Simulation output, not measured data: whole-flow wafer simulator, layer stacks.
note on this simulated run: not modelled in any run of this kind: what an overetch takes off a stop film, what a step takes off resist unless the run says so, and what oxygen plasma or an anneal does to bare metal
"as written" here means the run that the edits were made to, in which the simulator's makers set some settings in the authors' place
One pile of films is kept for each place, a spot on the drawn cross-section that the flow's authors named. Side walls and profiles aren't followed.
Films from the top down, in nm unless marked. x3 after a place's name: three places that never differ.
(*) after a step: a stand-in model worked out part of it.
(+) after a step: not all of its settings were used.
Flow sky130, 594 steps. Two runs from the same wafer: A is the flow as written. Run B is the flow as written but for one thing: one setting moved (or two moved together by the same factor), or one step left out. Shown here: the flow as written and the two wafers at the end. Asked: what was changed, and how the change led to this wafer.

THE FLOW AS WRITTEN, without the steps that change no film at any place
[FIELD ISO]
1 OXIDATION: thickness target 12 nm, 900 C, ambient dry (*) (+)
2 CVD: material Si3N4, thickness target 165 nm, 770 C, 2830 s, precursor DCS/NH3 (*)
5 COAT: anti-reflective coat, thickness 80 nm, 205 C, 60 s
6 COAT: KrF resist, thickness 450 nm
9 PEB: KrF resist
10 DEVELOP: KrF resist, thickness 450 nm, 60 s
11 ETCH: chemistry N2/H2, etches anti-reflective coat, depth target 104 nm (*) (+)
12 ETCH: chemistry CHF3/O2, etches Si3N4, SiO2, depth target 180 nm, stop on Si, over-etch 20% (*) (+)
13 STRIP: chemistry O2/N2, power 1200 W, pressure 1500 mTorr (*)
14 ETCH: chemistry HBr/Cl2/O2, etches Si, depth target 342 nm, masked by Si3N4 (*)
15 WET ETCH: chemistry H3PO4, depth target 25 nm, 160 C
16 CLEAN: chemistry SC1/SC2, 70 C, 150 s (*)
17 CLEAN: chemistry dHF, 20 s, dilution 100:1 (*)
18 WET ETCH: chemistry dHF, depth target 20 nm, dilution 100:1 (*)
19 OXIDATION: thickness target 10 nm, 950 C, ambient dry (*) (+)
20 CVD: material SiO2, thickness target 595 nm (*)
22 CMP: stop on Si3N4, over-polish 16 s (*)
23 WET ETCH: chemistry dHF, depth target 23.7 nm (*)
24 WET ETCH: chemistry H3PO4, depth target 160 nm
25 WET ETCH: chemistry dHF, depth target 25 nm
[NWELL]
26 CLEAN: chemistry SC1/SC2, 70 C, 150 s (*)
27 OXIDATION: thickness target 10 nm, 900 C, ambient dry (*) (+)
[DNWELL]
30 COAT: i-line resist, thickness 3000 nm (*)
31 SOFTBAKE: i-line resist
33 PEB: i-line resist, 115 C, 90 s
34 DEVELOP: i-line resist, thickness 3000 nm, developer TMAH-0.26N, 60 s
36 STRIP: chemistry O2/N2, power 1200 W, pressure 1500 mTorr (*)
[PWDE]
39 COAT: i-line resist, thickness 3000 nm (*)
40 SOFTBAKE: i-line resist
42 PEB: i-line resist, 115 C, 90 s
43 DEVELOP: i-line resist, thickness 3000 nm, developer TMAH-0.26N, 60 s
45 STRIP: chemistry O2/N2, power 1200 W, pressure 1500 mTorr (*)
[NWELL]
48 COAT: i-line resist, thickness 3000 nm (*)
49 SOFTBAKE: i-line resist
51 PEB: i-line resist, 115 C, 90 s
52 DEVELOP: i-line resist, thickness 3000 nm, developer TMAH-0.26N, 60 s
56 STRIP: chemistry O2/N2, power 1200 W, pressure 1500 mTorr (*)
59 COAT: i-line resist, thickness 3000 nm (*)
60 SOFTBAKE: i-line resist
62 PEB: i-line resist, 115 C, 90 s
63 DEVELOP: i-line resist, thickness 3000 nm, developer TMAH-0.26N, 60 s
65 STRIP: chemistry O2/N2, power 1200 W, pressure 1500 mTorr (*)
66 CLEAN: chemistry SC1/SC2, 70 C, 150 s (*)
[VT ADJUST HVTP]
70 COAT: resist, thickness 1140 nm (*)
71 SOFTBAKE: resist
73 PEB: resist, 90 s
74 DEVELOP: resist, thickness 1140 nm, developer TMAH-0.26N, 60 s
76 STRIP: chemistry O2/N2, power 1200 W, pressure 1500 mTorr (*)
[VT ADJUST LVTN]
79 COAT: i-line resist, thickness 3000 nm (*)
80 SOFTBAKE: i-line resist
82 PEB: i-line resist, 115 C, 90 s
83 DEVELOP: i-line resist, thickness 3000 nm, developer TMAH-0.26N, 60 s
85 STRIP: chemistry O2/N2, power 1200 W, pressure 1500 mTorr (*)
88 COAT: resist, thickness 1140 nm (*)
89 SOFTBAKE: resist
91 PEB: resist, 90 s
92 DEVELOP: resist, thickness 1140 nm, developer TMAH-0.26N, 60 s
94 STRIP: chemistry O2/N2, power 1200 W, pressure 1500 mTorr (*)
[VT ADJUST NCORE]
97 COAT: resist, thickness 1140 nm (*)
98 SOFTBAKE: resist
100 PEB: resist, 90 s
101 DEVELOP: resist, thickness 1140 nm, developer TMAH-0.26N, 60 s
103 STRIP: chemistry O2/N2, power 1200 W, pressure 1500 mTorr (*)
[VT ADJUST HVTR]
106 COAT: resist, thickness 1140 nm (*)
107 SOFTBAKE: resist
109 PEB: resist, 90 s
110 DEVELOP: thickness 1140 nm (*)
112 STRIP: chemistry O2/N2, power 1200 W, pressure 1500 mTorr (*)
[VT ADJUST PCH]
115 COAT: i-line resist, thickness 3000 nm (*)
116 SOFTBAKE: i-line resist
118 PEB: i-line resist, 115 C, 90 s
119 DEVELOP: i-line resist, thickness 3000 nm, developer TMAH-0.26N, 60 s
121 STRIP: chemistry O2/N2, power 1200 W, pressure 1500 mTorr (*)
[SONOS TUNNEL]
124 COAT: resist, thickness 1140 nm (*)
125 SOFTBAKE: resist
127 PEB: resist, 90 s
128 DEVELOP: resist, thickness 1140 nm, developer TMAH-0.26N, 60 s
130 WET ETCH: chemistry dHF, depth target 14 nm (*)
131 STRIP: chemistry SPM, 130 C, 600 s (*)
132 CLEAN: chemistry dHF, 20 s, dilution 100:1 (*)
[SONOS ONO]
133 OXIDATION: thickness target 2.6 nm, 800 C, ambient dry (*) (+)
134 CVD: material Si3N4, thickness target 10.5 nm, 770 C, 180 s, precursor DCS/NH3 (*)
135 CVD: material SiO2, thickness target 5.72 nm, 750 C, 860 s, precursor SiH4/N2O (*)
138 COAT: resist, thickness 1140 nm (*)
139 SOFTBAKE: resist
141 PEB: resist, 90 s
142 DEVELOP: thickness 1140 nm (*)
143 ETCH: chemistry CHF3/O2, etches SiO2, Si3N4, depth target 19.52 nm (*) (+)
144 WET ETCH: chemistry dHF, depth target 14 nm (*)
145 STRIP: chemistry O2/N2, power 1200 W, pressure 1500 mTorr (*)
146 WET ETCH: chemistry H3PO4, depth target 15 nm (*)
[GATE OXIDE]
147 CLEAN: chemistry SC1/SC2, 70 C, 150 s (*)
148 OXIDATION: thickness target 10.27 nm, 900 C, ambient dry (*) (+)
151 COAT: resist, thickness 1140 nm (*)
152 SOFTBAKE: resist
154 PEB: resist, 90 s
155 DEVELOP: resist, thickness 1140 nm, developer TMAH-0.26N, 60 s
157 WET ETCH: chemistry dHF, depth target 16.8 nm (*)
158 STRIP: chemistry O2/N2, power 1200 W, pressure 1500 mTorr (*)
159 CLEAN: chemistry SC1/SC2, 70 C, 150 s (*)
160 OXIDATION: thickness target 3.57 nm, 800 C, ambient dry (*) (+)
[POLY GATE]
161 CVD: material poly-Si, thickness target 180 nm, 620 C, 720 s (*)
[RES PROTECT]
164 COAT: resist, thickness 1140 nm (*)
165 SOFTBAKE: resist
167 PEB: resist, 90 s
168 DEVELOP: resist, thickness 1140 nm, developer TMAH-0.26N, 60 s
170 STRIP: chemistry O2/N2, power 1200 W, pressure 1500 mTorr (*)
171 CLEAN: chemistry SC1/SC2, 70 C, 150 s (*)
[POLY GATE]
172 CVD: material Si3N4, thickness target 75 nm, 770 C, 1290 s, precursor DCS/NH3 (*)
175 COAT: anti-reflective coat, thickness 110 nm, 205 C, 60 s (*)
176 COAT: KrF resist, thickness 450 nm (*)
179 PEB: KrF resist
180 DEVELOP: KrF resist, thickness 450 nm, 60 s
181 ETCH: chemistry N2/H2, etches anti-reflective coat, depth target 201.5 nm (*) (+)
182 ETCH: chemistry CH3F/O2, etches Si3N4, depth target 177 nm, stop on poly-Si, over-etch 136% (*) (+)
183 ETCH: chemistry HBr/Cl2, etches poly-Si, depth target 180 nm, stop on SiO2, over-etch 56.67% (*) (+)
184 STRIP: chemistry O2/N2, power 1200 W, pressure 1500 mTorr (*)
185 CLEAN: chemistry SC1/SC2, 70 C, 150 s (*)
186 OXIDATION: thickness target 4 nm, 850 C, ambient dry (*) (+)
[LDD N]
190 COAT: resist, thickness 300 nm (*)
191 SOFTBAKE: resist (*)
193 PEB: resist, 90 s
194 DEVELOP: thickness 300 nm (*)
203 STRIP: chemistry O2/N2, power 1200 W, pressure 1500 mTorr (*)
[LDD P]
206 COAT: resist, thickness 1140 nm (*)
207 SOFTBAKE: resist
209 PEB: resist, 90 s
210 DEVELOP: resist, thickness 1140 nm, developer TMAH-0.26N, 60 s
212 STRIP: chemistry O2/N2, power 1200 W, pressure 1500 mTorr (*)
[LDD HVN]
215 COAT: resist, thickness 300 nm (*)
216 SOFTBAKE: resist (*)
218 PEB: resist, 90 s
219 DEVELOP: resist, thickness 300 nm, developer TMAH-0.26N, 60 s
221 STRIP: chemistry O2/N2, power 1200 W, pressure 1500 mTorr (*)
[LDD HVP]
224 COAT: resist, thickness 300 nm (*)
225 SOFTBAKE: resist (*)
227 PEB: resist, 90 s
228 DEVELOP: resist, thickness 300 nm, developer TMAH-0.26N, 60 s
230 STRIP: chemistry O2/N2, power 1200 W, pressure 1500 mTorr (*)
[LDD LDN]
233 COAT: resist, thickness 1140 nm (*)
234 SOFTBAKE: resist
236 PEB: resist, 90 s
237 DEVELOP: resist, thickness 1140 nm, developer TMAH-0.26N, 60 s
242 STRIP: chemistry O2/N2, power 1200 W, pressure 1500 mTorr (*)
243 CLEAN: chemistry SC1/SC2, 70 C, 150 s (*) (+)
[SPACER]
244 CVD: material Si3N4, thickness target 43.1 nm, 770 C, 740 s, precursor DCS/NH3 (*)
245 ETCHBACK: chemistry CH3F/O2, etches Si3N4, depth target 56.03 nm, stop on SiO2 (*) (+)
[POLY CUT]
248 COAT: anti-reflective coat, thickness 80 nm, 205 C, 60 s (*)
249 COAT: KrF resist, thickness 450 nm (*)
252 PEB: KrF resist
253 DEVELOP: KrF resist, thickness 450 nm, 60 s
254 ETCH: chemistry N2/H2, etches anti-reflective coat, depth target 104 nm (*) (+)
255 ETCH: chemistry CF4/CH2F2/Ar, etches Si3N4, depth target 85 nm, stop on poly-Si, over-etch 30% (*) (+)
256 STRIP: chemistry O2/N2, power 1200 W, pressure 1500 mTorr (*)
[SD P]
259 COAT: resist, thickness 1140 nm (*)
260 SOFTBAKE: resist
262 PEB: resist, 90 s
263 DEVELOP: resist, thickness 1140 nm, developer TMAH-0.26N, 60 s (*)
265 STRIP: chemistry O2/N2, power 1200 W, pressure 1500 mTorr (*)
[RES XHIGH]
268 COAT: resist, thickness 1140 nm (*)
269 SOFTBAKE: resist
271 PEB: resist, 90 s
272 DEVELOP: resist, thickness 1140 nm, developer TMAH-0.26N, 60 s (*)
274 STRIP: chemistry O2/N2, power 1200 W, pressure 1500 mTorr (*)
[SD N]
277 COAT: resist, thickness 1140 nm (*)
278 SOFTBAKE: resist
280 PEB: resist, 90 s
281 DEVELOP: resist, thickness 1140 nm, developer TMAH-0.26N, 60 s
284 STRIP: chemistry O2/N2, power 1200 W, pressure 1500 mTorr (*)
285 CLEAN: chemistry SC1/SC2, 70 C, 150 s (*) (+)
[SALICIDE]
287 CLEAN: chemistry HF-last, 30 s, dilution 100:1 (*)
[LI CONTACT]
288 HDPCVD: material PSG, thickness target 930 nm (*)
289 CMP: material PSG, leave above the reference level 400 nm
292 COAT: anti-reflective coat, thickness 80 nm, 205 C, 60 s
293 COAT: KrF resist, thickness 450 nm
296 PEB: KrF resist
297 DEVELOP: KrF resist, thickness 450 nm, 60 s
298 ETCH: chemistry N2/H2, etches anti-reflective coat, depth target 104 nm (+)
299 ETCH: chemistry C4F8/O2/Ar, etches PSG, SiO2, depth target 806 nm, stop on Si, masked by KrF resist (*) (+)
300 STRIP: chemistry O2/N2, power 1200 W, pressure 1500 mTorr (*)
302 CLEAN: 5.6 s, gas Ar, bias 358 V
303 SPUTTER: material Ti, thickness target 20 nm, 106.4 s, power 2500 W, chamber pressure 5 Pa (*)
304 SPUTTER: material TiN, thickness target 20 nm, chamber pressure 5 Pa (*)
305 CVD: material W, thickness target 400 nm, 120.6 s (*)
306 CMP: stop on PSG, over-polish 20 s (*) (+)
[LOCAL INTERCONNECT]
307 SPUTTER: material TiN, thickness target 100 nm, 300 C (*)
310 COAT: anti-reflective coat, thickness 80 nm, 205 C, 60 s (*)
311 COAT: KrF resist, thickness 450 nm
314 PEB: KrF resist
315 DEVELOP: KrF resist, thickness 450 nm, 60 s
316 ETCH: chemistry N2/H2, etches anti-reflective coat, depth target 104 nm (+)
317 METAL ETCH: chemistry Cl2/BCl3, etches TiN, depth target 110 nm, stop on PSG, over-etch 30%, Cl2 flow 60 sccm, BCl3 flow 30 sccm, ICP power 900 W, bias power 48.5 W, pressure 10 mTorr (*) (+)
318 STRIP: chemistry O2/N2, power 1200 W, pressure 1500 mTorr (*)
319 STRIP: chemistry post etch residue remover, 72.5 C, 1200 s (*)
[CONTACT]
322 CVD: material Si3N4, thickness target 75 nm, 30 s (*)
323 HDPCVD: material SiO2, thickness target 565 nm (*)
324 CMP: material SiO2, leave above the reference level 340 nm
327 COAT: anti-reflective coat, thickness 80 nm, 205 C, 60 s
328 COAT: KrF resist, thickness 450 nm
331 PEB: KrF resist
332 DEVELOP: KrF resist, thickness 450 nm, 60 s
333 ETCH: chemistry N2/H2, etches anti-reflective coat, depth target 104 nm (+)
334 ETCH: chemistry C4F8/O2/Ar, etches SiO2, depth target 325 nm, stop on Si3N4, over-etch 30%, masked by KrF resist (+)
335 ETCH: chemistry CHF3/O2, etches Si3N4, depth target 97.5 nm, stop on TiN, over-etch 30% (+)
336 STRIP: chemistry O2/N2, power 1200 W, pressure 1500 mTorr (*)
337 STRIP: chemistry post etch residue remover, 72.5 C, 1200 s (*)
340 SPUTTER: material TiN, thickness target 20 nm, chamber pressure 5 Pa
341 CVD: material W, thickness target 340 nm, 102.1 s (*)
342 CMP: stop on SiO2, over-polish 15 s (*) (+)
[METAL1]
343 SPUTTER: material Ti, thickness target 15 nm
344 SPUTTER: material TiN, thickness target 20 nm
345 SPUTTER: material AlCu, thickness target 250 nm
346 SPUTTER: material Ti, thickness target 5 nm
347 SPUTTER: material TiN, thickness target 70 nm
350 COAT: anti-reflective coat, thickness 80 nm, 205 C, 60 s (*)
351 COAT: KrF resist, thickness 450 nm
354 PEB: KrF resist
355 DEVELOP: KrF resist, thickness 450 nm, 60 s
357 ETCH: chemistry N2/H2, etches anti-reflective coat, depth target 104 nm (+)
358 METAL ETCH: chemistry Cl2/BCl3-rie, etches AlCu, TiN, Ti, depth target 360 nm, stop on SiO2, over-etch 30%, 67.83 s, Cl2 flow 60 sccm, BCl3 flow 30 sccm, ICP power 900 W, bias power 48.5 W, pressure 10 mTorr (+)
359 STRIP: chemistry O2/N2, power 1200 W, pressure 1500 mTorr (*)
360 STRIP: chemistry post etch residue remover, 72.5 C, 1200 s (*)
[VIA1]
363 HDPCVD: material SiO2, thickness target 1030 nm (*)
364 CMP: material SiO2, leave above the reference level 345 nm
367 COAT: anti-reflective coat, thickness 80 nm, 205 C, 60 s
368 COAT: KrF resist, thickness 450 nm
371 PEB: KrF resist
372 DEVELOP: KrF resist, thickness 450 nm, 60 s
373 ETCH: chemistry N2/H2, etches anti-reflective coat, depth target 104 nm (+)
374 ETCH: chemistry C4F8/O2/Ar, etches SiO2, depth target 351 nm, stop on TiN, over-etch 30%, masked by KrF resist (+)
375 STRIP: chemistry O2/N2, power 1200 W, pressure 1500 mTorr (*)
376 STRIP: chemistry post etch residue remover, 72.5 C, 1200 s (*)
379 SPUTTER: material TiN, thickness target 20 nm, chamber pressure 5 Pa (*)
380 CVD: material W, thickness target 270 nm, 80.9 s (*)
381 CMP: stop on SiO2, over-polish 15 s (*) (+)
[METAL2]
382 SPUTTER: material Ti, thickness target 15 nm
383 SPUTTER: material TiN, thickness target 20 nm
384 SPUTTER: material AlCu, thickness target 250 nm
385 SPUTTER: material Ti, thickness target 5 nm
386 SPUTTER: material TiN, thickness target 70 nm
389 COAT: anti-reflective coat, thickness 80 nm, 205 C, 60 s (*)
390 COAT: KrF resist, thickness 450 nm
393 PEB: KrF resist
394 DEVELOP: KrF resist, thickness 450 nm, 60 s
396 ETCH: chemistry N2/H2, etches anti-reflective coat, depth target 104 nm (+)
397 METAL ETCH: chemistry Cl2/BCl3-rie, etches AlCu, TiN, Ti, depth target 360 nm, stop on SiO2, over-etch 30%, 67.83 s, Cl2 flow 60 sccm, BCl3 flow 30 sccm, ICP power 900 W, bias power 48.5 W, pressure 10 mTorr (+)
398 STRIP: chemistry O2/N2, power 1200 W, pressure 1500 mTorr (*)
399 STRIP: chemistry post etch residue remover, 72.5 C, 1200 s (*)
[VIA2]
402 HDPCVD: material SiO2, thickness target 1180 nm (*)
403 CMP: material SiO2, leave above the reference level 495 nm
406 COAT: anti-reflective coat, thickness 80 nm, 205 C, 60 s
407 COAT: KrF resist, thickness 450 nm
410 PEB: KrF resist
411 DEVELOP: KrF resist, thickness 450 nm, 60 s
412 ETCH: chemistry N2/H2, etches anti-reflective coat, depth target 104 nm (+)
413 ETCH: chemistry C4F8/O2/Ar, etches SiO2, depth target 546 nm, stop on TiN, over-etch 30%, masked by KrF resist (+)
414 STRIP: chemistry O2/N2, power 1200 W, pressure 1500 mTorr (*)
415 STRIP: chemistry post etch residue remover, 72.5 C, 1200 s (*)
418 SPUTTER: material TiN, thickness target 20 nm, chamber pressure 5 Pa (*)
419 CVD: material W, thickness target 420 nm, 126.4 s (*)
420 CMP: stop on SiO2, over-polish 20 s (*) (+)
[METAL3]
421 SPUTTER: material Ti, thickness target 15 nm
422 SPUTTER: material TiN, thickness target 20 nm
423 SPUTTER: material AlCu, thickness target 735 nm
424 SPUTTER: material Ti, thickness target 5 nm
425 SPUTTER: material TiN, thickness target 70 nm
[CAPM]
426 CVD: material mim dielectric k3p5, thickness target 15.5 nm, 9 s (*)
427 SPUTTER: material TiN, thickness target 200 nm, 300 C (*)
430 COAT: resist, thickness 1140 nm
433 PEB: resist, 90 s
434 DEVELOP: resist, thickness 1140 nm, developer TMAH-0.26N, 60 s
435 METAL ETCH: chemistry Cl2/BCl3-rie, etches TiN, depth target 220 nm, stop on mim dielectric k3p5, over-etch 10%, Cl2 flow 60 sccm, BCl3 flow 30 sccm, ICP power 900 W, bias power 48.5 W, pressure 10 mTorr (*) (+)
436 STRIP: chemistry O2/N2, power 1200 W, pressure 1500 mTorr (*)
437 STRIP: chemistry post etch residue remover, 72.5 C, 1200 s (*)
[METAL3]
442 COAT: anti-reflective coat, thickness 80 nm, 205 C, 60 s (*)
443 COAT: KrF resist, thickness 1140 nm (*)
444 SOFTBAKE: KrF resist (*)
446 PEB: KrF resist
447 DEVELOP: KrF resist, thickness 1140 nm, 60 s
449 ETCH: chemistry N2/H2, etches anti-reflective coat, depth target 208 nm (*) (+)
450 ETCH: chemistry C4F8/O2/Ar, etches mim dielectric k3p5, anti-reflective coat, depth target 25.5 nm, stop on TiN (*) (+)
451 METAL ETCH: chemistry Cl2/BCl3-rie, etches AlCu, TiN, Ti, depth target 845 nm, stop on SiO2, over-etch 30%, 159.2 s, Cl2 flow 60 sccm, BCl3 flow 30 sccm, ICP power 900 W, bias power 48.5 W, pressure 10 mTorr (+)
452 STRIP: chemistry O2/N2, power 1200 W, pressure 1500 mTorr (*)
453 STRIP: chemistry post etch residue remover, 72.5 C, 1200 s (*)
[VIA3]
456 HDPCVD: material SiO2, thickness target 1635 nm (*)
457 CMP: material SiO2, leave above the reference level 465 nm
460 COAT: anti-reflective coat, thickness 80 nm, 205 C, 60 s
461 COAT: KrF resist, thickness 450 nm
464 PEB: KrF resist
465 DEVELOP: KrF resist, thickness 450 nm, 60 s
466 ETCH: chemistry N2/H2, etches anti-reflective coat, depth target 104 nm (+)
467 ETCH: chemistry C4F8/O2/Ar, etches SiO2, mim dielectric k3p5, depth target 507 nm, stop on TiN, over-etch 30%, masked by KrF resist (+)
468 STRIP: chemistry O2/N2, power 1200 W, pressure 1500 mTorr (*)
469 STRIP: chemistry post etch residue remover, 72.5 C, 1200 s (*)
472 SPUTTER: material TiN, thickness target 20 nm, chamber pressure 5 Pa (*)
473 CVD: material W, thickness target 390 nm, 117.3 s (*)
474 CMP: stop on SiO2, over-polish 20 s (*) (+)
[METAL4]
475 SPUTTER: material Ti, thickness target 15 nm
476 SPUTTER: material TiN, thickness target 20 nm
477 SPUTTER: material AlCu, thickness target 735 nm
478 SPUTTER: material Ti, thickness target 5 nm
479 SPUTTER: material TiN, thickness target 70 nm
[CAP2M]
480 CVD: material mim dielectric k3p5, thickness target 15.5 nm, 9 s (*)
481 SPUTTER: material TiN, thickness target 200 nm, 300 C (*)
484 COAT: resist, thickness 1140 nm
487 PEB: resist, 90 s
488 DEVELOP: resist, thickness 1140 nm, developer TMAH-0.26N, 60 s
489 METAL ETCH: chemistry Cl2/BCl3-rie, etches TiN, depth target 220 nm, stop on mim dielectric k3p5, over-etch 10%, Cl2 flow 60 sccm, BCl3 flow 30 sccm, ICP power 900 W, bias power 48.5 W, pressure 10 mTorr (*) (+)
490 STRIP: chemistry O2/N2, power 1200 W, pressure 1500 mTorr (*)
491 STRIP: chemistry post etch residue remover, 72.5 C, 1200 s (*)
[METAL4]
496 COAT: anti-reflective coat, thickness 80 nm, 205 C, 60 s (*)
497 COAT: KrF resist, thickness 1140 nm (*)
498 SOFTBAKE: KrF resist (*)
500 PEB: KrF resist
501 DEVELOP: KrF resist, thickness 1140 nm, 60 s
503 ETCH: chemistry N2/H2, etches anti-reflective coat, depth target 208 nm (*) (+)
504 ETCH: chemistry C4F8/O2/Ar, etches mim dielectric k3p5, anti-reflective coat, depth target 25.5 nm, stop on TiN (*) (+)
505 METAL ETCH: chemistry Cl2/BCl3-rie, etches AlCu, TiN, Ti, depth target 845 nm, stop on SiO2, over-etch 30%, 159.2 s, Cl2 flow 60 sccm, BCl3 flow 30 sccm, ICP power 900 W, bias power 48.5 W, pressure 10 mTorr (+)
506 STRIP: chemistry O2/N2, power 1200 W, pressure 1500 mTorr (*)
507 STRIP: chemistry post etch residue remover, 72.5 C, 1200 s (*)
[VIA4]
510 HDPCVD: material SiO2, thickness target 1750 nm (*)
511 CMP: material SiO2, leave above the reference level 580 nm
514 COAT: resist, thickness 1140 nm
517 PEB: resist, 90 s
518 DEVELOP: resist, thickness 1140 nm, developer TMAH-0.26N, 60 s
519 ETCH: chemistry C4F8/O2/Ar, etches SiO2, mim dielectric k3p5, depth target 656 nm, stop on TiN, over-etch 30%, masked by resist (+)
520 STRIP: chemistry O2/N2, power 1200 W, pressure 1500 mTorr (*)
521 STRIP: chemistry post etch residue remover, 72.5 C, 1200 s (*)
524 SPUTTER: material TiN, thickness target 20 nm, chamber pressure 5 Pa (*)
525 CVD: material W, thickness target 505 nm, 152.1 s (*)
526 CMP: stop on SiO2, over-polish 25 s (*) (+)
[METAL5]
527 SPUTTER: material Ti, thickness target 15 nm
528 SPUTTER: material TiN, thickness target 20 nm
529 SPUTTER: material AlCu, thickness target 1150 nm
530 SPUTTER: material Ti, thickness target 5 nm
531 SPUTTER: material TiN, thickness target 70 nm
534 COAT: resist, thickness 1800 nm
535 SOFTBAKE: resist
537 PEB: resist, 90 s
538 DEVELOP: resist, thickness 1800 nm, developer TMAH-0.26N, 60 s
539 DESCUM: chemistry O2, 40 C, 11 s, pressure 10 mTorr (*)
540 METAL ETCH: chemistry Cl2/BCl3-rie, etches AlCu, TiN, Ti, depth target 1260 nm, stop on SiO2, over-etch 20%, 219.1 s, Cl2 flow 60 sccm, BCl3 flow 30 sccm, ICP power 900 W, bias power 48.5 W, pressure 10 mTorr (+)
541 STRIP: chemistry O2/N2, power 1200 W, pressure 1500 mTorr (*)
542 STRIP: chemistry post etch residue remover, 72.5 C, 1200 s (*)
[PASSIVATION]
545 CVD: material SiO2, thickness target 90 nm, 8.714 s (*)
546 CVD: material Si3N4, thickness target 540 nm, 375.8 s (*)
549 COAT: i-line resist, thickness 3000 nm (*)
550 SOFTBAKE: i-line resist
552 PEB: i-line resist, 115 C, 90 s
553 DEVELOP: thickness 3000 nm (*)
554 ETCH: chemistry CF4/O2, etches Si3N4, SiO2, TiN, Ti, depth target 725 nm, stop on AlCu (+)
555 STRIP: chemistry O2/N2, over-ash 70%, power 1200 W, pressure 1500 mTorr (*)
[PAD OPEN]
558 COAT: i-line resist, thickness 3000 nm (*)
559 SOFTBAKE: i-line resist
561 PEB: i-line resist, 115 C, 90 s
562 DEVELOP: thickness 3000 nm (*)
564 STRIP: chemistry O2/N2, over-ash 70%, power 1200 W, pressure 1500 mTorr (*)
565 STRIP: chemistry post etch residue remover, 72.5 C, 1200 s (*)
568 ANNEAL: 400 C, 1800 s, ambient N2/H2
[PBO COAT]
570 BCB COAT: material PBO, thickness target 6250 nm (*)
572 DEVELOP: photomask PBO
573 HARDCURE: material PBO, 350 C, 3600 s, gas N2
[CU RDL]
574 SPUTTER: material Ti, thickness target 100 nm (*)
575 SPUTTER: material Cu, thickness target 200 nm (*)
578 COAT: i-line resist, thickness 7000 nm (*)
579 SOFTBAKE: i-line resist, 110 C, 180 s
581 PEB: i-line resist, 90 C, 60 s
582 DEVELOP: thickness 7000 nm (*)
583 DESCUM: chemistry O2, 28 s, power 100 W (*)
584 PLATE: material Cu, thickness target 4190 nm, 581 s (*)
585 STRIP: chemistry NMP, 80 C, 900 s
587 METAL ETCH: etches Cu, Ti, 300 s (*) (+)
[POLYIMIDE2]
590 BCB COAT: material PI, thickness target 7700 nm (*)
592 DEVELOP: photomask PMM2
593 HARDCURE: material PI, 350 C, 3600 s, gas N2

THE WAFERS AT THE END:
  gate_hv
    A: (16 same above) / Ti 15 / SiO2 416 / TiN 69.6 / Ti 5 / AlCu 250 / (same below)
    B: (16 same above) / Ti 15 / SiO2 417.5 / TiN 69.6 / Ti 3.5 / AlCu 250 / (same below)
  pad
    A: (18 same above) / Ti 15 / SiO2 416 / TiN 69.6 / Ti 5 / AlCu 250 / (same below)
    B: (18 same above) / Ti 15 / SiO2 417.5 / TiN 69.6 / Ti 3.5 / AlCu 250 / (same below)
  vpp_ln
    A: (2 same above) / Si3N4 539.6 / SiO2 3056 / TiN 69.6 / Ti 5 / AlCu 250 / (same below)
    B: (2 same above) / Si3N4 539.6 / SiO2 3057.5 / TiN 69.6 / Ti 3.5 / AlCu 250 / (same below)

The cause: step 385, SPUTTER: thickness target 3.5 nm was run, where the flow has thickness target 5 nm.
It can be read off the wafer: gate_hv has Ti 3.5, and step 385 as written asks for 5 nm.

How the change led to this, step by step:
  385 SPUTTER: material Ti, thickness target 5 nm
      field, active, n_well and 188 more: A Ti +5 (new film) | B Ti +3.5 (new film)
  397 METAL ETCH: chemistry Cl2/BCl3-rie, etches AlCu, TiN, Ti, depth target 360 nm, stop on SiO2, over-etch 30%, 67.83 s, Cl2 flow 60 sccm, BCl3 flow 30 sccm, ICP power 900 W, bias power 48.5 W, pressure 10 mTorr (+)
      field, active, gate and 82 more: A TiN -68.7 (all of it), Ti -5 (all of it), AlCu -250 (all of it), TiN -20 (all of it), Ti -15 (all of it), SiO2 -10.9 | B TiN -68.7 (all of it), Ti -3.5 (all of it), AlCu -250 (all of it), TiN -20 (all of it), Ti -15 (all of it), SiO2 -11.1
